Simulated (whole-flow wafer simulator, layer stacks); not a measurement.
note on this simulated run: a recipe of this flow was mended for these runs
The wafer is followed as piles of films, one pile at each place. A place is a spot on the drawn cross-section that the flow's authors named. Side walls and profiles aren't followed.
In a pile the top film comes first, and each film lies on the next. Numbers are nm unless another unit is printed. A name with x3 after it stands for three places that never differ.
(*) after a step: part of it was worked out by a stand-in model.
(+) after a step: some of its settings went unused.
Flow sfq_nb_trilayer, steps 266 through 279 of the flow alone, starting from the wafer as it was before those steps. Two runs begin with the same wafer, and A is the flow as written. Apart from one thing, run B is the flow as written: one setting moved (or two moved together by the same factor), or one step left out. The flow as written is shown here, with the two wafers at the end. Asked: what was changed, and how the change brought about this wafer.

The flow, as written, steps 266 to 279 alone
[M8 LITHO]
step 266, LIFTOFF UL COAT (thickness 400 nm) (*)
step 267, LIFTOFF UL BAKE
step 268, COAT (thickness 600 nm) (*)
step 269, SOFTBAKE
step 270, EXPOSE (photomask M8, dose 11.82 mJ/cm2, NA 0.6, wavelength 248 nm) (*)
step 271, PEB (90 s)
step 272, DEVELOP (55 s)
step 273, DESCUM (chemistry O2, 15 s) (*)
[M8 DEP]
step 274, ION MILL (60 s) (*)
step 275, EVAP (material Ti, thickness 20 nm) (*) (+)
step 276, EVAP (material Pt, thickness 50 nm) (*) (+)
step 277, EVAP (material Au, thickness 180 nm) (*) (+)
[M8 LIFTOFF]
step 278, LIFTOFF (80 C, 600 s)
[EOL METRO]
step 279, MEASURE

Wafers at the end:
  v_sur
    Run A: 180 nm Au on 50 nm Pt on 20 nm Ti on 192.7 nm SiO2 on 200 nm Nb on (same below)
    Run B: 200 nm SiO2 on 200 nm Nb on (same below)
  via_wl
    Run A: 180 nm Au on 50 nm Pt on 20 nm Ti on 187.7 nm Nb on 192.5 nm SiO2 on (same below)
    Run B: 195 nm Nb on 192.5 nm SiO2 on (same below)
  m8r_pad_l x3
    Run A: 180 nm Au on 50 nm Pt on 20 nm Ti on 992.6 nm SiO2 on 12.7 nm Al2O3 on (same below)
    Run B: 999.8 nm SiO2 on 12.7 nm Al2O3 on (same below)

The reason: step 272, DEVELOP: 55 s, was skipped.

Step by step, how the change led to this:
  step 273, DESCUM (chemistry O2, 15 s) (*)
      field_l, v_sur, via_wl and 8 more: A nothing | B KrF-resist-other-grade loses 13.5
  step 274, ION MILL (60 s) (*)
      field_l, v_sur, via_sp, via_v, wire, m8r_pad_l x3: A SiO2 loses 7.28 | B nothing
      via_wl, via_w, via_wr: A Nb loses 7.3 | B nothing
  step 278, LIFTOFF (80 C, 600 s)
      m8r_pad_l x3: A nothing | B Au loses 180 (all of it), Pt loses 50 (all of it), Ti loses 20 (all of it), KrF-resist-other-grade loses 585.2 (all of it), lift-off-underlayer loses 400 (all of it)
      field_l: A nothing | B Au loses 180 (all of it), Pt loses 50 (all of it), Ti loses 20 (all of it), KrF-resist-other-grade loses 580.1 (all of it), lift-off-underlayer loses 387.9 (all of it)
      (and at 102 other places as well)
If metal films that touch count as one body, v_sur has 8 bodies (between them, from the top down: SiO2 192.5; SiO2 207.3 / Al2O3 12.7 / Nb2O5 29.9; SiO2 192.5; SiO2 192.5; SiO2 192.5; SiO2 192.5; SiO2 192.5); the flow as written gives 9 bodies (between them, from the top down: SiO2 192.7; SiO2 192.5; SiO2 207.3 / Al2O3 12.7 / Nb2O5 29.9; SiO2 192.5; SiO2 192.5; SiO2 192.5; SiO2 192.5; SiO2 192.5).
If metal films that touch count as one body, m8r_pad_l x3 has 2 bodies (between them, from the top down: SiO2 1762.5); the flow as written gives 3 bodies (between them, from the top down: SiO2 992.6 / Al2O3 12.7 / Nb2O5 29.9; SiO2 1762.5).
